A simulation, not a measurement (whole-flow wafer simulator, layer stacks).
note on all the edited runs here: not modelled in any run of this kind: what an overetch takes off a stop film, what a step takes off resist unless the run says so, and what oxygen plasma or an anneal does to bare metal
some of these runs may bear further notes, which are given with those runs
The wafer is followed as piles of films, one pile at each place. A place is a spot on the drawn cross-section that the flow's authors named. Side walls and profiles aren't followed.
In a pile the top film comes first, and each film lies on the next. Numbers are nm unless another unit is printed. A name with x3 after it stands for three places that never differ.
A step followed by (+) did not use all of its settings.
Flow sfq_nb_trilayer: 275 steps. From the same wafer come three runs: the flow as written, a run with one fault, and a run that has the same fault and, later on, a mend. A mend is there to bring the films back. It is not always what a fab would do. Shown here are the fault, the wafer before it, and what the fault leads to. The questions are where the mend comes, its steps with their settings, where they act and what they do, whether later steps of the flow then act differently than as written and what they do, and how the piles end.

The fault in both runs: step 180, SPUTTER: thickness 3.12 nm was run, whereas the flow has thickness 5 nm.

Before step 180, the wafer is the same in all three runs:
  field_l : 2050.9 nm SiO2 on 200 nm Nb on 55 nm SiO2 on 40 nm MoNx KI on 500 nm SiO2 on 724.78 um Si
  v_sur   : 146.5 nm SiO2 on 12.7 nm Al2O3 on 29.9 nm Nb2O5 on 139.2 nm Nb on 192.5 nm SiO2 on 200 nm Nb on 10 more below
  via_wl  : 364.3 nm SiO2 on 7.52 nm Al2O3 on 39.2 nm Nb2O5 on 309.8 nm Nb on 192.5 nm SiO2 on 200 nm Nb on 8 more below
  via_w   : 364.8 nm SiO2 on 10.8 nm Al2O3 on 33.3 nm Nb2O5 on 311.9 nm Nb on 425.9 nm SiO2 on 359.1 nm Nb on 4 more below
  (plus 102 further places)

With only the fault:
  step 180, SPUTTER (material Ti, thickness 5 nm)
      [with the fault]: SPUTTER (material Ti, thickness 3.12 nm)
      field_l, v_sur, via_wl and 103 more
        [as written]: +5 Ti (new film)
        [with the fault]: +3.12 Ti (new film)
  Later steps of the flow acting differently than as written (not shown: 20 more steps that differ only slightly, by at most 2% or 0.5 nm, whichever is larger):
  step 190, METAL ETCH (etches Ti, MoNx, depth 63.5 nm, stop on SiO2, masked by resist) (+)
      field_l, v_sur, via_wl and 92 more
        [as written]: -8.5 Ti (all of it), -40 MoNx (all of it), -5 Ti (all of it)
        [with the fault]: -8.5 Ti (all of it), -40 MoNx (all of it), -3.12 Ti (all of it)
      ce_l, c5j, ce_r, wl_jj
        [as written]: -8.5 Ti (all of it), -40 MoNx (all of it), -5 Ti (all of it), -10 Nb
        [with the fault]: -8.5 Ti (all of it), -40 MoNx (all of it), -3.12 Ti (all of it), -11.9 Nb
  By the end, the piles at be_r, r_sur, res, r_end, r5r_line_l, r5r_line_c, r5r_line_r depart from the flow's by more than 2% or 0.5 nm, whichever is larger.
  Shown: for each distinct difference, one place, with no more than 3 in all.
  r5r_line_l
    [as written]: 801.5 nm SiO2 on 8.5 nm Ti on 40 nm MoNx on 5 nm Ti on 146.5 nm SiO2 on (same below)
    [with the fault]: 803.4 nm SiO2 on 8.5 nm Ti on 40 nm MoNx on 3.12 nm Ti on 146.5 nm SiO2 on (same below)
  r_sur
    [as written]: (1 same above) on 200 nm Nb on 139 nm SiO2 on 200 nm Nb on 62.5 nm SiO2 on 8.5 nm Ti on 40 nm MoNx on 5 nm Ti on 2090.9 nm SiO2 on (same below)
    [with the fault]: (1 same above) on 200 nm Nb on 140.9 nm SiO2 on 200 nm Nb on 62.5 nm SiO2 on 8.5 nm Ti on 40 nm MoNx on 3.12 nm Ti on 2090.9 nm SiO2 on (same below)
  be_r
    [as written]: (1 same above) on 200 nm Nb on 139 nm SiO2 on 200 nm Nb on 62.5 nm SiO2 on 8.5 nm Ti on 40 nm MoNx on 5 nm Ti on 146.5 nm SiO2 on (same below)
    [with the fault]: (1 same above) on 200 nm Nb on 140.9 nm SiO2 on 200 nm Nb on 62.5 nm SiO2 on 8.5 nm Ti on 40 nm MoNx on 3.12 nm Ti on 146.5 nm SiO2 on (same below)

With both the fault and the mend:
  After step 180 comes the mend.
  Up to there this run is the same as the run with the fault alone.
  step 180a, SPUTTER (material Ti, thickness 1.88 nm) (the flow's step 180 again, with other settings)
      field_l, v_sur, via_wl and 103 more
        +1.88 Ti
  None of the later steps of the flow acts differently than as written at any place that is followed.
  The piles end the same as the flow's at every place that both follow.
